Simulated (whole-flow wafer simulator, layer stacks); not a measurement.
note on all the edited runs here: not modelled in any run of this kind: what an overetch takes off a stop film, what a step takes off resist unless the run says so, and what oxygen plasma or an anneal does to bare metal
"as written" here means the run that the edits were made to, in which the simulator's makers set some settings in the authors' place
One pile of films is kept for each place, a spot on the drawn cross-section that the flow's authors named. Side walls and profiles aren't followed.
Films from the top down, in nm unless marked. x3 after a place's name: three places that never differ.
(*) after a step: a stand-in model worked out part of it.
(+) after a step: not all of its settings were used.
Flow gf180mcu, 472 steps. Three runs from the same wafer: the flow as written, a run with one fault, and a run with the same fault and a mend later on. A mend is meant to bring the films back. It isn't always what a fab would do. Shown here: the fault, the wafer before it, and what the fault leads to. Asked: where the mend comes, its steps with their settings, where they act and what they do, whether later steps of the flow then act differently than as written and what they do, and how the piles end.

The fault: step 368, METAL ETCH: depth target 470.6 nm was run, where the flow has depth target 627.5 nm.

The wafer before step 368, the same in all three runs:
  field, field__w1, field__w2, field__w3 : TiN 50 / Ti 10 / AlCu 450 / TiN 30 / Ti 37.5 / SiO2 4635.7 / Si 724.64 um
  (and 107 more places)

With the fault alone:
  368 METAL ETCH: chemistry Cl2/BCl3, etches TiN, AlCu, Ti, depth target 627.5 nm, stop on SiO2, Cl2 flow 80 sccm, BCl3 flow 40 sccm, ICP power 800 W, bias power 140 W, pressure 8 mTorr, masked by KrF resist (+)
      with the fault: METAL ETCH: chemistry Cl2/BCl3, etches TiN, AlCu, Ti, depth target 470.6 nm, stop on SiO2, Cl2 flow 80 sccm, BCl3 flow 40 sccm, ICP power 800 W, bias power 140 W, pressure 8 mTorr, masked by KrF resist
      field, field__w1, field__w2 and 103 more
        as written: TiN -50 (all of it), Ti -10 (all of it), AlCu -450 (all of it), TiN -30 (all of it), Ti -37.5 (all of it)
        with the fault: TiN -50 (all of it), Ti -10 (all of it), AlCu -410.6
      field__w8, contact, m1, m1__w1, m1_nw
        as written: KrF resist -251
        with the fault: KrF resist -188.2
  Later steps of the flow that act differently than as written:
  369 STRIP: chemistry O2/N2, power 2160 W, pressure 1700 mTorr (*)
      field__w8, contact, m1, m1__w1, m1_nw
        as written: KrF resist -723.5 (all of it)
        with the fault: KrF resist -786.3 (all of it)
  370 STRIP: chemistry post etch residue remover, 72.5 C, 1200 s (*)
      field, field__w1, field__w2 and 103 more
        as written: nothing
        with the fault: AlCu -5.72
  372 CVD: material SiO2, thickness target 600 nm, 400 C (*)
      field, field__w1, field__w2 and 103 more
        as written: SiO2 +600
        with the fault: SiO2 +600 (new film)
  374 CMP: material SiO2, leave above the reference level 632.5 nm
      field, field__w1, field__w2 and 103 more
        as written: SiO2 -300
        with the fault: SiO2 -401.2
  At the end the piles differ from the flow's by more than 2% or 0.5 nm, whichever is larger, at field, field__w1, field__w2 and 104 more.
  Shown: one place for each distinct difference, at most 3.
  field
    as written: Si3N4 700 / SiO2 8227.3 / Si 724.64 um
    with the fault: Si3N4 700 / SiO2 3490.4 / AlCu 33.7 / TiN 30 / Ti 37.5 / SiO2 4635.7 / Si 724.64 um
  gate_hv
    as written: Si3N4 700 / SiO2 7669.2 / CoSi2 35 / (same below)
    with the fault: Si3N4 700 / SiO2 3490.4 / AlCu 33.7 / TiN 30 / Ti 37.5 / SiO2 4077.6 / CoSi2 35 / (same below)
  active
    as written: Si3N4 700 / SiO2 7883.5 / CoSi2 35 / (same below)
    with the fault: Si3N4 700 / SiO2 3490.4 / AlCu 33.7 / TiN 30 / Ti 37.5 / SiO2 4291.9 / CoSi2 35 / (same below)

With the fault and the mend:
  The mend comes after step 368.
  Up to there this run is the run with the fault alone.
  368a METAL ETCH: chemistry Cl2/BCl3, etches TiN, AlCu, Ti, depth target 156.9 nm, stop on SiO2, Cl2 flow 80 sccm, BCl3 flow 40 sccm, ICP power 800 W, bias power 140 W, pressure 8 mTorr, masked by KrF resist (+) (the flow's step 368 once more, with other settings)
      field, field__w1, field__w2 and 103 more
        AlCu -39.4 (all of it), TiN -30 (all of it), Ti -37.5 (all of it)
      field__w8, contact, m1, m1__w1, m1_nw
        KrF resist -62.8
  No later step of the flow acts differently than as written at any place that is followed.
  At the end the piles are the same as the flow's at every place that both follow.
